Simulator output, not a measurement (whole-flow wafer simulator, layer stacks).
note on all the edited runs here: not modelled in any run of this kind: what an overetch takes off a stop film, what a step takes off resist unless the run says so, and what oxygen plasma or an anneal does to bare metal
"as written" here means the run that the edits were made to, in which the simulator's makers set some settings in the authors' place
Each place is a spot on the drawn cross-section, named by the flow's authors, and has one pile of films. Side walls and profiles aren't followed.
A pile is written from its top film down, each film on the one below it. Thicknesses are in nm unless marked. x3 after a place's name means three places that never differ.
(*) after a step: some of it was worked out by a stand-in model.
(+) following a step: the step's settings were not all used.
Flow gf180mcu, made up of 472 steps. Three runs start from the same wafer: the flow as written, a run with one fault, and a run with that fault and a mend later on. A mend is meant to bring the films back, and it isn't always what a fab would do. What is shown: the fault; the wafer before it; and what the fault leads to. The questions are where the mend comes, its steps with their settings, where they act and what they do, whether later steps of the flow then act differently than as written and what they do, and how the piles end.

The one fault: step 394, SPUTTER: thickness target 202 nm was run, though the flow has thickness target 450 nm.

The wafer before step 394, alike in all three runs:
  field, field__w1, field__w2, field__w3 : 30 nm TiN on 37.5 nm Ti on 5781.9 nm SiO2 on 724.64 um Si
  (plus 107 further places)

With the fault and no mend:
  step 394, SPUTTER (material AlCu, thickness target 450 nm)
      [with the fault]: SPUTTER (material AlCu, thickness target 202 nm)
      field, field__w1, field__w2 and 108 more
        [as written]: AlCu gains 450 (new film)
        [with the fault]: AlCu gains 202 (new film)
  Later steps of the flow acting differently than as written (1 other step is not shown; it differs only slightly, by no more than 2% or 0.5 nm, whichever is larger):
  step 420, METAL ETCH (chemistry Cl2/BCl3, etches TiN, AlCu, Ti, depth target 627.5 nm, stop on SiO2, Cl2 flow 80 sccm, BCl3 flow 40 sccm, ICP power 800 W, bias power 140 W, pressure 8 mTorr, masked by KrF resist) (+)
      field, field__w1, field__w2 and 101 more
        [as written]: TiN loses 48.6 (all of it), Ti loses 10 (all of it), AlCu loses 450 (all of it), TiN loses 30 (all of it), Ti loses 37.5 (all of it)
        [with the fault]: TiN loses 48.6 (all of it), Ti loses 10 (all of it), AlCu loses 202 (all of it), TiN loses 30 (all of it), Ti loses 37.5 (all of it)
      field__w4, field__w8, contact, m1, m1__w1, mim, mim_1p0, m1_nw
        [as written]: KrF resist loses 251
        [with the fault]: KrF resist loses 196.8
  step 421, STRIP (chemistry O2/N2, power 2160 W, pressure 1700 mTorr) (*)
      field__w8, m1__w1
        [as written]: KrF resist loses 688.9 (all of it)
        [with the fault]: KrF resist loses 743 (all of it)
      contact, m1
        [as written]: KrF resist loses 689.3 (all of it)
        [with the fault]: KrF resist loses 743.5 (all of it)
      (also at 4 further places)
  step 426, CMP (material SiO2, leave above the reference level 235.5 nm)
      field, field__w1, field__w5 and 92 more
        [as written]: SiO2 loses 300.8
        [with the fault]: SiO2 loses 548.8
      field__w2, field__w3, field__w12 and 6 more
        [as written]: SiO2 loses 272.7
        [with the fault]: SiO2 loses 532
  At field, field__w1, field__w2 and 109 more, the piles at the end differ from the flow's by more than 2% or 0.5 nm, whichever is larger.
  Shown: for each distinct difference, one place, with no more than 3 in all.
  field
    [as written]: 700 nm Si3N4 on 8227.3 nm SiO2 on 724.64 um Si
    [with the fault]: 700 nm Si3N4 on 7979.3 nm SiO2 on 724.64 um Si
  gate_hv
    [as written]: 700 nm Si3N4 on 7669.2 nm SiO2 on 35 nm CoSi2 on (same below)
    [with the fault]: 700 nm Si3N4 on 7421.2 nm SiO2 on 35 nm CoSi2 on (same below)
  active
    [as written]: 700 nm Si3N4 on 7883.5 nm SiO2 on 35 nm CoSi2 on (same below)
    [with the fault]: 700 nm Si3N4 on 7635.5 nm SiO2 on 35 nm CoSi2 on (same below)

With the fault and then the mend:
  The mend follows step 394.
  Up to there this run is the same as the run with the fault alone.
  step 394a, SPUTTER (material AlCu, thickness target 248 nm) (the flow's step 394 again, with other settings)
      field, field__w1, field__w2 and 108 more
        AlCu gains 248
  None of the later steps of the flow acts differently than as written at any place that is followed.
  By the end, the piles equal the flow's at every place that both follow.
